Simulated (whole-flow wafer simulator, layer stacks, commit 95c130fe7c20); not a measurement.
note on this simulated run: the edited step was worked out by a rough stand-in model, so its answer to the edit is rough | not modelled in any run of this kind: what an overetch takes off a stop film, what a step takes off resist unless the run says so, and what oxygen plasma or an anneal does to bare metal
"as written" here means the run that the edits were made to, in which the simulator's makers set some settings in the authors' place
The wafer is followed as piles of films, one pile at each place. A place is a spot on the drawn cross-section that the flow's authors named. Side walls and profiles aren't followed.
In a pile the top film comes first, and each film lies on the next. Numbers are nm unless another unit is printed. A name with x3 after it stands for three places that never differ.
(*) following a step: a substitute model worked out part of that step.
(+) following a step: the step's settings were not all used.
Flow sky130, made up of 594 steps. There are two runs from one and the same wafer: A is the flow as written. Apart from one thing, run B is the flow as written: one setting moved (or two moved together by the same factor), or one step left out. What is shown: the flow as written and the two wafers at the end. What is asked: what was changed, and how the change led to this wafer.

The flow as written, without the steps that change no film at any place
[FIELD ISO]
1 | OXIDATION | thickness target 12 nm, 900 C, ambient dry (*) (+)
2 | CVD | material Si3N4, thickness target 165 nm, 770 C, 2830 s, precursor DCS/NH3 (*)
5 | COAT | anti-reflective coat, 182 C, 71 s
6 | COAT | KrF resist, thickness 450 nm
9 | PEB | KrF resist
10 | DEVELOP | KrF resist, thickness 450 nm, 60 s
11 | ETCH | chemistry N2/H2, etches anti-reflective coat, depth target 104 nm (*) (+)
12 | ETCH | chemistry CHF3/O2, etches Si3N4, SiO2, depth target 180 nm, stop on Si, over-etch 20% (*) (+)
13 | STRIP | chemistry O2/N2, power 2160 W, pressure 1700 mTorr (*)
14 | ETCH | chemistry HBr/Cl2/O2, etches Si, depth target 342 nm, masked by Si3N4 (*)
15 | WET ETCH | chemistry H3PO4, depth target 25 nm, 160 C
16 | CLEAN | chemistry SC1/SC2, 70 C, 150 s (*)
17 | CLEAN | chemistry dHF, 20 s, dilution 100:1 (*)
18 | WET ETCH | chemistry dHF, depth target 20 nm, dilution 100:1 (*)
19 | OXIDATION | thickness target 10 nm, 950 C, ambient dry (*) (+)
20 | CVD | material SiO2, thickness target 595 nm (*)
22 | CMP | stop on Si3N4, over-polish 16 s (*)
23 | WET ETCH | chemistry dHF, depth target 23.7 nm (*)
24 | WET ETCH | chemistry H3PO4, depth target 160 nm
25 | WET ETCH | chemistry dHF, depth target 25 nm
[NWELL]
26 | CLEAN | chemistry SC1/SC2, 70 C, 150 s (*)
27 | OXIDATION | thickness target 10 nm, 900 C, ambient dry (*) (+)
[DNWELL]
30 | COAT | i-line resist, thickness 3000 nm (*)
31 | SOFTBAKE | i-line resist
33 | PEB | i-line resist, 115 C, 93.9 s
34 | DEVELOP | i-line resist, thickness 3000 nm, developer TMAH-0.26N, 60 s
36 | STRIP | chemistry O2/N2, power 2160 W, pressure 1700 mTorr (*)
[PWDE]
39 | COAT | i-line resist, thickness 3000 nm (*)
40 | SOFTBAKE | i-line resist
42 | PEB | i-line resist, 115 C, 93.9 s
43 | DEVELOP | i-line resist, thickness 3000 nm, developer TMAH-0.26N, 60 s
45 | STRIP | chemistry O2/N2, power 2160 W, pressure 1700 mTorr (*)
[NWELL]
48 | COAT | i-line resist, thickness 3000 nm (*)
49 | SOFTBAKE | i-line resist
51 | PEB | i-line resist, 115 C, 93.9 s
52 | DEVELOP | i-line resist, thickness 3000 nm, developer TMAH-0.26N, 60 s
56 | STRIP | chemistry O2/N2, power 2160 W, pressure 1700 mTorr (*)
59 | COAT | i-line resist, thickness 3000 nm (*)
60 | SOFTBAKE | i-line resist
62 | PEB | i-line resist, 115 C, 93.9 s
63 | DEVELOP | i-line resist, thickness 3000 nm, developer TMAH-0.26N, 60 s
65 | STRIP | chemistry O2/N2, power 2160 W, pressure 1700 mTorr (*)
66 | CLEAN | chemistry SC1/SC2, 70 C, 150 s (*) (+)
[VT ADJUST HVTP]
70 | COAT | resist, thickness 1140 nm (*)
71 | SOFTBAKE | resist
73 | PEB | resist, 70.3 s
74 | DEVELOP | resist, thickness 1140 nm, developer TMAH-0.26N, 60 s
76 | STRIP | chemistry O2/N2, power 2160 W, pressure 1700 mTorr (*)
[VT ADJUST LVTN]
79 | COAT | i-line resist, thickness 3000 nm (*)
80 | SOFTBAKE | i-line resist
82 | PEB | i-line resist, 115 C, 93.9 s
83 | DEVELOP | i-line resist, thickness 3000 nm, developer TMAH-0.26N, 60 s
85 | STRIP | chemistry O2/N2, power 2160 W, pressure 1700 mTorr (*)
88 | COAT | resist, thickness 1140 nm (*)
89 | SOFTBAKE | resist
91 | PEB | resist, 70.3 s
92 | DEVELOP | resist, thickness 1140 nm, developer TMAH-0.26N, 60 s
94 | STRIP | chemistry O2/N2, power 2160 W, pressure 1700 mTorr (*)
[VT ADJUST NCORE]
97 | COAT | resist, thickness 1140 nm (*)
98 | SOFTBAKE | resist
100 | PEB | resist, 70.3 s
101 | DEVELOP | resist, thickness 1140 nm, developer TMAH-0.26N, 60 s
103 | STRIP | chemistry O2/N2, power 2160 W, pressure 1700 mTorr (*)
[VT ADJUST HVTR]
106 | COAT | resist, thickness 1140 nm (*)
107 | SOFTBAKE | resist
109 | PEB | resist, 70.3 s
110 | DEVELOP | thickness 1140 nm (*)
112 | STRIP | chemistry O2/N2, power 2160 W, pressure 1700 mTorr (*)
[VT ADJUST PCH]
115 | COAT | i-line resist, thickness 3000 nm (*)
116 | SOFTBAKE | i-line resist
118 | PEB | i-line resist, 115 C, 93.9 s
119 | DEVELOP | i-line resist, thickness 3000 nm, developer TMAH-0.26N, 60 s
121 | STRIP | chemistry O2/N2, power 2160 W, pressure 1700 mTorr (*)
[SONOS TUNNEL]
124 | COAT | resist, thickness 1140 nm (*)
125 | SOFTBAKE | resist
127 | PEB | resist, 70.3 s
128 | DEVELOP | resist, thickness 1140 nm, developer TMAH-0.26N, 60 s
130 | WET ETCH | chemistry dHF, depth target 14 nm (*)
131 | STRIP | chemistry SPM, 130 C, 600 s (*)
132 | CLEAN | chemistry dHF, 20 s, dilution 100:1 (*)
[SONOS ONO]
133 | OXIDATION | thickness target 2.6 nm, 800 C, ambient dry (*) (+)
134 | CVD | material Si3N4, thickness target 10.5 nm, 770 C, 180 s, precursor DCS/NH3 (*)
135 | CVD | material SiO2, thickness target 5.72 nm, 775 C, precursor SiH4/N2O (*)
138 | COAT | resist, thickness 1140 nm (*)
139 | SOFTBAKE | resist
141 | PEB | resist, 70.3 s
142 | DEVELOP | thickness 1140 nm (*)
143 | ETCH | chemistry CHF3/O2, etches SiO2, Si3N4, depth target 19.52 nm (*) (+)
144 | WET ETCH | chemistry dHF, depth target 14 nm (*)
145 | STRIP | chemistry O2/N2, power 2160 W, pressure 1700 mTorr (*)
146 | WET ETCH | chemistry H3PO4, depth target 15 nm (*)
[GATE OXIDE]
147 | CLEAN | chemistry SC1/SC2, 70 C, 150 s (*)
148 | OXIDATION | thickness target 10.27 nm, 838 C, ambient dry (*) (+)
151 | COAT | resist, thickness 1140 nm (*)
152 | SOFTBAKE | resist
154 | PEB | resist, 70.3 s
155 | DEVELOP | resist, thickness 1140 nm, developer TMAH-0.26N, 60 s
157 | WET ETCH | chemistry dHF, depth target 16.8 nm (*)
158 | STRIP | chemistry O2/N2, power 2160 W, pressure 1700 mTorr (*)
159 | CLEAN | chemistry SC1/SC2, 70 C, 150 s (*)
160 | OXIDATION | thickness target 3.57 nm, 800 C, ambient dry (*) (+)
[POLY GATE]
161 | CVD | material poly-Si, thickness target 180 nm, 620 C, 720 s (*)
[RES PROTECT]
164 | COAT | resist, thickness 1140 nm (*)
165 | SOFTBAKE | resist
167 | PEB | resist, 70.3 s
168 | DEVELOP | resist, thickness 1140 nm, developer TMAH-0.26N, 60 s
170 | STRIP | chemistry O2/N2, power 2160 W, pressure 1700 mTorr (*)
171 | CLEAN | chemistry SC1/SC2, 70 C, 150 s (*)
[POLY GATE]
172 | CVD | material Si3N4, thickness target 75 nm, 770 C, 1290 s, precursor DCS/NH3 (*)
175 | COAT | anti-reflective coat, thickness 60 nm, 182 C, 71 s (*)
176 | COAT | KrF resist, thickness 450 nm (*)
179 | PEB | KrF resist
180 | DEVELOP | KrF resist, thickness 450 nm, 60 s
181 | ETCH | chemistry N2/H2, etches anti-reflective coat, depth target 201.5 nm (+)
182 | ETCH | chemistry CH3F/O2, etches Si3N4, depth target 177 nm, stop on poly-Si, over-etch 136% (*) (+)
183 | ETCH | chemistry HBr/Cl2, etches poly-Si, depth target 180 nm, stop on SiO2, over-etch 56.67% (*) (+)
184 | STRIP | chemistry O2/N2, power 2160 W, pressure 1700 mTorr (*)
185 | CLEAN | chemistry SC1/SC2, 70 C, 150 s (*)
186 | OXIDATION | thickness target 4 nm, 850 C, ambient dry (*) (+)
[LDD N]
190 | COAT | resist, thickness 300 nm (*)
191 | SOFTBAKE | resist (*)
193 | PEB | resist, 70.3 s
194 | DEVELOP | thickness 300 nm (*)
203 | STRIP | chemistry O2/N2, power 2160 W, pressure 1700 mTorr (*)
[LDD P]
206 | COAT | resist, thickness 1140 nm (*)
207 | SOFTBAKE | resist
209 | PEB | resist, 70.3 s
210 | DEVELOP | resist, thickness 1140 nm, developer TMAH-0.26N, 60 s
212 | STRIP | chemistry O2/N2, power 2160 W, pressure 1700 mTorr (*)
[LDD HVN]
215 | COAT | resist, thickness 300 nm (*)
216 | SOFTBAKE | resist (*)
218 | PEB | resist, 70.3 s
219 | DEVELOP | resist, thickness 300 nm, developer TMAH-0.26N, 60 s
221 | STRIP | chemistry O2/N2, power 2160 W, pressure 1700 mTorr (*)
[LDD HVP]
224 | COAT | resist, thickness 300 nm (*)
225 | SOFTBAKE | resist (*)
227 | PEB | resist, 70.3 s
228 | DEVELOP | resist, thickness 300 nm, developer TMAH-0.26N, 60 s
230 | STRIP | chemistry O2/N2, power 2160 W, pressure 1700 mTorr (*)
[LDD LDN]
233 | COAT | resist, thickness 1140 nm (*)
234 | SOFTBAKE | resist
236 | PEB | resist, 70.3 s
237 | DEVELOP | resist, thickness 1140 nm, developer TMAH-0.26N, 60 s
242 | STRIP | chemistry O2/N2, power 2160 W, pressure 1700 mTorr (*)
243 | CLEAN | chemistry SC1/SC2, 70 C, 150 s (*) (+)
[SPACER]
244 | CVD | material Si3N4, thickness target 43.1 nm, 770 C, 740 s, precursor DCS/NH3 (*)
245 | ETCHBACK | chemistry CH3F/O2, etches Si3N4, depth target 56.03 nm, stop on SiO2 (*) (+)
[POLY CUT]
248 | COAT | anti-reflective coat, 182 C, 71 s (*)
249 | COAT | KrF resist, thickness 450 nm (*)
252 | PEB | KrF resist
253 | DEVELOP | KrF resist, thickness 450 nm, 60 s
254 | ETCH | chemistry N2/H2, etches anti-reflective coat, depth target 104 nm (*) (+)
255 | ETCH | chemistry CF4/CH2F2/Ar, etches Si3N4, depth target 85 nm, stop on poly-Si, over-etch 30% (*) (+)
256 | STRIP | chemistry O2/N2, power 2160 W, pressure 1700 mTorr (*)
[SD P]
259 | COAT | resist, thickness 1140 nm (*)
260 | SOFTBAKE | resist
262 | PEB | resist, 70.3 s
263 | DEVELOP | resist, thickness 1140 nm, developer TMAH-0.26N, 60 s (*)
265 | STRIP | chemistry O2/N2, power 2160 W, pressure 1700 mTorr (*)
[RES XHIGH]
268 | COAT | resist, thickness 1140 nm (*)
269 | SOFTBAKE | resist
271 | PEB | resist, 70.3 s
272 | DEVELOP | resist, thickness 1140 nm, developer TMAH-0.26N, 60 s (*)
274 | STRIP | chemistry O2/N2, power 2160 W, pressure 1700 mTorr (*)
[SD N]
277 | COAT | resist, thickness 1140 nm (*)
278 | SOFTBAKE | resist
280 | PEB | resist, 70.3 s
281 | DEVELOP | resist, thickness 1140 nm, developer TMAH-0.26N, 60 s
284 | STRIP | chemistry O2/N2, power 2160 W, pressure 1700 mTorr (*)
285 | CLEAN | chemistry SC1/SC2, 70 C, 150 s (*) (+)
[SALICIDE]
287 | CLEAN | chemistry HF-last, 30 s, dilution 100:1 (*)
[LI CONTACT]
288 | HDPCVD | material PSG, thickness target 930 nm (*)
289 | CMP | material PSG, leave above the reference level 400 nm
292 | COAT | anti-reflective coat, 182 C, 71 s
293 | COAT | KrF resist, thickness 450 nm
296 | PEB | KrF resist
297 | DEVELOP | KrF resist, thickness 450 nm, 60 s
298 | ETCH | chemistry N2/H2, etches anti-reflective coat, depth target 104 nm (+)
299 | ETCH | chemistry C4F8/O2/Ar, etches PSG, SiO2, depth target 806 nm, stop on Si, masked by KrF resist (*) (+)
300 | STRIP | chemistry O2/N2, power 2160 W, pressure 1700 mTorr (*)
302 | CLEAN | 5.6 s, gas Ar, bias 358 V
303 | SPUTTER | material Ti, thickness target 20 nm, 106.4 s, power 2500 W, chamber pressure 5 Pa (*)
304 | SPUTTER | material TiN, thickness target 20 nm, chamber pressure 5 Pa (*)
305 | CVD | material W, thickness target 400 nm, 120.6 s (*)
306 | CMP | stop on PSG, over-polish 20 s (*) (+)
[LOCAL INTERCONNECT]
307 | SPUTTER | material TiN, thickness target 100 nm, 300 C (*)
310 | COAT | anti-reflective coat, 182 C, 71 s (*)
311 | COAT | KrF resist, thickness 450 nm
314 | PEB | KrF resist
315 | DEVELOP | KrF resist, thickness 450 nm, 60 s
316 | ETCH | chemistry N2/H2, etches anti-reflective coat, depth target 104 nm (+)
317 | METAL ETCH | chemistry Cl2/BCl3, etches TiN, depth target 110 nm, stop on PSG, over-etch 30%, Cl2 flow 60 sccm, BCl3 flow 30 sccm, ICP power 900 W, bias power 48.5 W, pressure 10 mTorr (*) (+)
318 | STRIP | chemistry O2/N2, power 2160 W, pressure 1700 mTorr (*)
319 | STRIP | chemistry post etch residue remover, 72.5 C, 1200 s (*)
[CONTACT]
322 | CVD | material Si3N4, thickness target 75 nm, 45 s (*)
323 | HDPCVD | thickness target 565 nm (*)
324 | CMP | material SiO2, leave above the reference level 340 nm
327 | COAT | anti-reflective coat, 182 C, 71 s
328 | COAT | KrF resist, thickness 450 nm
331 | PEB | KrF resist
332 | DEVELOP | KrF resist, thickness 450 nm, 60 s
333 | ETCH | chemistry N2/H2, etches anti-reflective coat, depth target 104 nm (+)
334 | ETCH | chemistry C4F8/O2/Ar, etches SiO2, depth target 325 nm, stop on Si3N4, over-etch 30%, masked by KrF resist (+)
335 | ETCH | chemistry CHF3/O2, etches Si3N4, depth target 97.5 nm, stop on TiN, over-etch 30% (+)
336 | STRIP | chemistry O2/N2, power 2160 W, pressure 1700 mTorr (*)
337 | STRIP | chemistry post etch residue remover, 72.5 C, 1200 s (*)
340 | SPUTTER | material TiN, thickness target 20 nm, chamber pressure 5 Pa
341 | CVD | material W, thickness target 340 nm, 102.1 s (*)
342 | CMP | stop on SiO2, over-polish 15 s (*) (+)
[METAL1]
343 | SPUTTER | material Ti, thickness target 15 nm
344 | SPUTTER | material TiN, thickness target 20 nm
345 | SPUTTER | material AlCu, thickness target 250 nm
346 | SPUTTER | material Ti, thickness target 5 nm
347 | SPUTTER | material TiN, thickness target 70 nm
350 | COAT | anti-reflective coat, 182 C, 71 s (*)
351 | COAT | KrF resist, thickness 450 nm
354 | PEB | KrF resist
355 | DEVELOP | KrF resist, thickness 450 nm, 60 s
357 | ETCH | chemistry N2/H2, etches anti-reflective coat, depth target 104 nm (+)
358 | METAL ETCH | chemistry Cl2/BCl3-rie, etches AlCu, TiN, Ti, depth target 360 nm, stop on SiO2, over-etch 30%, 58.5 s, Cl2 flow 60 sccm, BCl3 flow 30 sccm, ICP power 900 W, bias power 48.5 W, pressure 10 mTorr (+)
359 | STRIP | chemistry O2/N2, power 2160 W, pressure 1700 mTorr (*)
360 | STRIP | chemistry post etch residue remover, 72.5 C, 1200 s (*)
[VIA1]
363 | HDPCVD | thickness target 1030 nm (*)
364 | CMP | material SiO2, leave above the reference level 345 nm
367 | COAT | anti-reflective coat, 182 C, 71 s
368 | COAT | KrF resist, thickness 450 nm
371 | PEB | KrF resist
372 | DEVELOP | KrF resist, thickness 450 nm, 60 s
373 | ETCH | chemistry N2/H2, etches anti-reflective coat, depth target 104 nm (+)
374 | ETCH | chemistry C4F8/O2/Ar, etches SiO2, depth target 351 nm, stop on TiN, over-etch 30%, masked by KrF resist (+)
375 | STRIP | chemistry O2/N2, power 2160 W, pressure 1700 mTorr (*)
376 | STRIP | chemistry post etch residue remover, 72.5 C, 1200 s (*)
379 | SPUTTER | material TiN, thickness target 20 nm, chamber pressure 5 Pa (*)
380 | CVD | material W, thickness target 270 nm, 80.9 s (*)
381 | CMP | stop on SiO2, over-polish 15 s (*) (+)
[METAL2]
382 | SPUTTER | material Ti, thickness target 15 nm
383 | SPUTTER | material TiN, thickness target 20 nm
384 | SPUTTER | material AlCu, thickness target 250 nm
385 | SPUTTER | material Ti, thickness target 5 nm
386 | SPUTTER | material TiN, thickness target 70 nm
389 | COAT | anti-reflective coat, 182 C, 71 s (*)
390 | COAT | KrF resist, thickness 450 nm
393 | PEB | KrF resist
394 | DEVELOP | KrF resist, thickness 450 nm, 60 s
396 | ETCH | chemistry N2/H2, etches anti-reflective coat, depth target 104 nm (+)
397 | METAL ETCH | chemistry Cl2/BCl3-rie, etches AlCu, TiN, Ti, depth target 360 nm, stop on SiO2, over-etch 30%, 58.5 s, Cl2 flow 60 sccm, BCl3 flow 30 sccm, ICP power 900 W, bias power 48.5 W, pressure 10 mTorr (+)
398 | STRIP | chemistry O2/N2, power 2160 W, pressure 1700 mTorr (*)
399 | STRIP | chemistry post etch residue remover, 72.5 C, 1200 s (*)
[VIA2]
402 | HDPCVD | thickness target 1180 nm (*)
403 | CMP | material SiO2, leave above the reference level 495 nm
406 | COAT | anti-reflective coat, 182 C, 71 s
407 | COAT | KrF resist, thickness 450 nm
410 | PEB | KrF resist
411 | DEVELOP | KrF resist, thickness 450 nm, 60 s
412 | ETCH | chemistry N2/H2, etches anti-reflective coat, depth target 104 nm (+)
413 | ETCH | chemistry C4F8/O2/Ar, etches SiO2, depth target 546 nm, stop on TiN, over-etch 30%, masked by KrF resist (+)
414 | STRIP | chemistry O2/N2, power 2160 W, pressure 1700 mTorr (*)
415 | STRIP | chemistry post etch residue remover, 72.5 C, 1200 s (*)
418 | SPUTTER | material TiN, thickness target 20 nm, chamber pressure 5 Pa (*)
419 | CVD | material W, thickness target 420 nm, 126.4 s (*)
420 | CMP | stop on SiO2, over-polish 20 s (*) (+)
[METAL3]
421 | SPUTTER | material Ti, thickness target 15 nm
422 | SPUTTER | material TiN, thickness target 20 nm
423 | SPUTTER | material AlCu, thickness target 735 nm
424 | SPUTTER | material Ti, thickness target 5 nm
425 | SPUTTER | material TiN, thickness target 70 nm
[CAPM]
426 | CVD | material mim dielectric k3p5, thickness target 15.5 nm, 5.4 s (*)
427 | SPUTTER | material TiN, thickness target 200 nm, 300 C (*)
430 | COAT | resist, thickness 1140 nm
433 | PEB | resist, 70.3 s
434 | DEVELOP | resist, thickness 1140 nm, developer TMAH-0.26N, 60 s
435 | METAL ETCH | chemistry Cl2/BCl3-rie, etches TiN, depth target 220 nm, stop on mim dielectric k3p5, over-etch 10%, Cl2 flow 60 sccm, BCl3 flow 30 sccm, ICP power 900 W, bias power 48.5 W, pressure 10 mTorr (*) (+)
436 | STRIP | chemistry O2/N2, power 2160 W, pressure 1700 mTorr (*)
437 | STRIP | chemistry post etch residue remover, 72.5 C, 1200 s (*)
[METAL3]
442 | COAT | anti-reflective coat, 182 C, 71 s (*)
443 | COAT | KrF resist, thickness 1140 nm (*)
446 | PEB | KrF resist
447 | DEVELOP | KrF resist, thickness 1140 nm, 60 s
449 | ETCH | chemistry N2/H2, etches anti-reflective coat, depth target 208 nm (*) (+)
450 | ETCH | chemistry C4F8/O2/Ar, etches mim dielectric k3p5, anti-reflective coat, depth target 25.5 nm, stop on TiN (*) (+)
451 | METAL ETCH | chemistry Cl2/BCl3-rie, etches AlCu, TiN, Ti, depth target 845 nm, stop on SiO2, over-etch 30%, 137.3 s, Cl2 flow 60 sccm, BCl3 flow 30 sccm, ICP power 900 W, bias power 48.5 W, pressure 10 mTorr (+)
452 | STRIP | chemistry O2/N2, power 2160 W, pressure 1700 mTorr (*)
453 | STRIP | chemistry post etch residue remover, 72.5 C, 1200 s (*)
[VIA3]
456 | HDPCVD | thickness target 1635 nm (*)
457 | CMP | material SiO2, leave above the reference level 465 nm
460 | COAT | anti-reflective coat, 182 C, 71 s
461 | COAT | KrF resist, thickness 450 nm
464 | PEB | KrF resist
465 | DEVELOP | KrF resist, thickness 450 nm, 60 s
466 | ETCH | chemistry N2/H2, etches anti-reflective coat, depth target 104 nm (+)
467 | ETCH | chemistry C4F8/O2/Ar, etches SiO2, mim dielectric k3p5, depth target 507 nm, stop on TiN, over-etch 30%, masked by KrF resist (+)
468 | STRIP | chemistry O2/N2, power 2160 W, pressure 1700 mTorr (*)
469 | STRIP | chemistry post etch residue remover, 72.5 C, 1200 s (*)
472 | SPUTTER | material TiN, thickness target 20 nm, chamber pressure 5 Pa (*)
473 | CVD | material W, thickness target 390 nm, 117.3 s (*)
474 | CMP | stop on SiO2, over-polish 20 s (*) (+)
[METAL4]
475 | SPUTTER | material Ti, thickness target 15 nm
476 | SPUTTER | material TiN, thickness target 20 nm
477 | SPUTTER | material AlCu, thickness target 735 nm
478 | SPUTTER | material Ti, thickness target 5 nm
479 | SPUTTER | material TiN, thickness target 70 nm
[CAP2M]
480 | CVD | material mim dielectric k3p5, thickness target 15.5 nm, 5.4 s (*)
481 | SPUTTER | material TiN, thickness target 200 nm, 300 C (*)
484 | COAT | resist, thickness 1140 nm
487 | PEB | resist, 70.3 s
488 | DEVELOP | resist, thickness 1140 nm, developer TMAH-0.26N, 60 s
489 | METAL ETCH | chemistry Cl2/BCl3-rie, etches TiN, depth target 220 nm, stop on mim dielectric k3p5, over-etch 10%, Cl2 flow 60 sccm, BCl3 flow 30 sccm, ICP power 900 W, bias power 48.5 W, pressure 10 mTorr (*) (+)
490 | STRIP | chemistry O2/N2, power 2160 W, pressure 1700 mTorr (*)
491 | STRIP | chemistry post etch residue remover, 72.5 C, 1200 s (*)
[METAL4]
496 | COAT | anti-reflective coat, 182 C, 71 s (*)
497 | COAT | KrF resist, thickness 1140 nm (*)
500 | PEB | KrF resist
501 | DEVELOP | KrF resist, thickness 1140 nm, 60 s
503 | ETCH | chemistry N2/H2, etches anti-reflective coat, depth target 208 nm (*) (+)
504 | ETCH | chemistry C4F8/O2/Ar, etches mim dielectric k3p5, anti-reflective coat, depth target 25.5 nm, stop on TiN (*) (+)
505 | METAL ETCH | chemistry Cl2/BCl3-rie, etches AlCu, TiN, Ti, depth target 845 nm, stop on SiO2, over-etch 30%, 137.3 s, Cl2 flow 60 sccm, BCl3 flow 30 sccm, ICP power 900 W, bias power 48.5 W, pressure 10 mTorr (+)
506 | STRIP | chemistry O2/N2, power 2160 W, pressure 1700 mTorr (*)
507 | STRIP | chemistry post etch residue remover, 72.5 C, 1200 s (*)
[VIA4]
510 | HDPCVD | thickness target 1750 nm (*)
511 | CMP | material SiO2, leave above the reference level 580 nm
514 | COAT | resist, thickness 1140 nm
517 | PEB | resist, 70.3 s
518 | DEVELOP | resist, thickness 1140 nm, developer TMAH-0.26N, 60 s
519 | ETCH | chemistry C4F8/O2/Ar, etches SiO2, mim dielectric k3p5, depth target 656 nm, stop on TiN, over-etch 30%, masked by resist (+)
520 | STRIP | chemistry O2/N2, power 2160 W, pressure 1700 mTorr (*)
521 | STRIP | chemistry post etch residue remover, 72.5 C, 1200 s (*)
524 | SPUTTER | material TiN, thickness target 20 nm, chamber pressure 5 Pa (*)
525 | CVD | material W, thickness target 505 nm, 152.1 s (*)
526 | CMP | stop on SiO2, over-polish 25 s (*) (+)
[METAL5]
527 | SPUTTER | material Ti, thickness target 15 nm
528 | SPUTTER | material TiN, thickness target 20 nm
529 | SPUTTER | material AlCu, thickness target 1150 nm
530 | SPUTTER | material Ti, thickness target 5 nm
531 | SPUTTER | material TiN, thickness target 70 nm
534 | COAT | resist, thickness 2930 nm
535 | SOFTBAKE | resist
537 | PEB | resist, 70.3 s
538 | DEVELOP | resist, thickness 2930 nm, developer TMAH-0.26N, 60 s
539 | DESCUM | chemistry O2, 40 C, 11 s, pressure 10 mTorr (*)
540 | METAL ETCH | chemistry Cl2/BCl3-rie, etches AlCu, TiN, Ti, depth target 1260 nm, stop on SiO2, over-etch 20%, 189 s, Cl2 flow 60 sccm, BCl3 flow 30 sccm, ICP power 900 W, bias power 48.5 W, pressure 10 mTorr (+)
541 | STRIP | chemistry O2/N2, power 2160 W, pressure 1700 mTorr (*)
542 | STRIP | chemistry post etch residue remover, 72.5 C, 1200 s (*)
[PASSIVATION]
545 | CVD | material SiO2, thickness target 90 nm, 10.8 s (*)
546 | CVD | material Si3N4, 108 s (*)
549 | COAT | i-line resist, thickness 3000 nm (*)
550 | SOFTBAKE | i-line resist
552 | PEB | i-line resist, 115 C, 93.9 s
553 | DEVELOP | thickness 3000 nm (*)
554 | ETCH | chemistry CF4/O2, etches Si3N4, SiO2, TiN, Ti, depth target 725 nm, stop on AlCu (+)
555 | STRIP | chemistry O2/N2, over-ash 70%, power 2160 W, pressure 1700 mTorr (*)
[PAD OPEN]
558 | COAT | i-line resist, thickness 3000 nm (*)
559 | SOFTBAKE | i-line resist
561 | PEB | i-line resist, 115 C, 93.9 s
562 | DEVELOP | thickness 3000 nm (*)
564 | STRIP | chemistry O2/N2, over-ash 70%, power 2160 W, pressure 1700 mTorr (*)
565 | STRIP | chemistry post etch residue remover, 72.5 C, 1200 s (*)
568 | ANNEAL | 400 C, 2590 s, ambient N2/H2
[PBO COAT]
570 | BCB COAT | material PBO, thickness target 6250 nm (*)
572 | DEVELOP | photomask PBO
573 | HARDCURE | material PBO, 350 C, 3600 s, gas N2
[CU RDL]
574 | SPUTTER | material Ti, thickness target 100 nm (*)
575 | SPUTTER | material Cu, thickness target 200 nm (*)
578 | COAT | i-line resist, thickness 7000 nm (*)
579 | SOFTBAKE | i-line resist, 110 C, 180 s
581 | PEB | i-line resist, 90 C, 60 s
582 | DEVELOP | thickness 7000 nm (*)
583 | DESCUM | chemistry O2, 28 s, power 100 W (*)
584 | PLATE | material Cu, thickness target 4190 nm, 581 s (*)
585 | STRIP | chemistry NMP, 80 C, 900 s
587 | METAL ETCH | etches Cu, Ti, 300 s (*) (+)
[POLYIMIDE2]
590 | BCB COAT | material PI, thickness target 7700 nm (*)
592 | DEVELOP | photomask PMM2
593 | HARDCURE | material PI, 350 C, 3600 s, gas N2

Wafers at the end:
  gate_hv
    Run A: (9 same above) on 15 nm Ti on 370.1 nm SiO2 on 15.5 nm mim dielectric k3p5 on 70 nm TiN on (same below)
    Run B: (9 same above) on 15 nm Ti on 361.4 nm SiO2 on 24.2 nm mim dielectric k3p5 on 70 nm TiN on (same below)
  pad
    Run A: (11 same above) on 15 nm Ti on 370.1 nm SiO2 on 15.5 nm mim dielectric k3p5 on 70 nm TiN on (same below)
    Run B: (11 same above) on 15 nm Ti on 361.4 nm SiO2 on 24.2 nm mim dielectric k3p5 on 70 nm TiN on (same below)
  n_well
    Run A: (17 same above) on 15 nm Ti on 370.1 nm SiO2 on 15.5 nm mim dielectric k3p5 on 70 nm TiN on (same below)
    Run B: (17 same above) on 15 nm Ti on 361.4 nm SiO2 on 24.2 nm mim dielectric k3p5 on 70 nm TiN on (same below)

The reason: step 426, CVD: thickness target 24.2 nm was run, while the flow as written has thickness target 15.5 nm; step 426, CVD: 8.42 s was run, where the flow has 5.4 s.
The wafer lets one read it off: gate_hv has mim dielectric k3p5 24.2, and step 426 as written asks for 15.5 nm.

Step by step, how the change led to this:
  426 | CVD | material mim dielectric k3p5, thickness target 15.5 nm, 5.4 s (*)
      field, active, n_well and 188 more: A +15.5 mim dielectric k3p5 (new film) | B +24.2 mim dielectric k3p5 (new film)
  450 | ETCH | chemistry C4F8/O2/Ar, etches mim dielectric k3p5, anti-reflective coat, depth target 25.5 nm, stop on TiN (*) (+)
      n_well, p_well, gate_hv and 104 more: A -15.5 KrF resist | B -17 KrF resist
      field, active, gate and 82 more: A -15.5 mim dielectric k3p5 (all of it) | B -24.2 mim dielectric k3p5 (all of it)
  467 | ETCH | chemistry C4F8/O2/Ar, etches SiO2, mim dielectric k3p5, depth target 507 nm, stop on TiN, over-etch 30%, masked by KrF resist (+)
      m1: A -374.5 SiO2 (all of it), -15.5 mim dielectric k3p5 (all of it) | B -365.8 SiO2 (all of it), -24.2 mim dielectric k3p5 (all of it)
      via3_hole: A -373.9 SiO2 (all of it), -15.5 mim dielectric k3p5 (all of it) | B -365.2 SiO2 (all of it), -24.2 mim dielectric k3p5 (all of it)
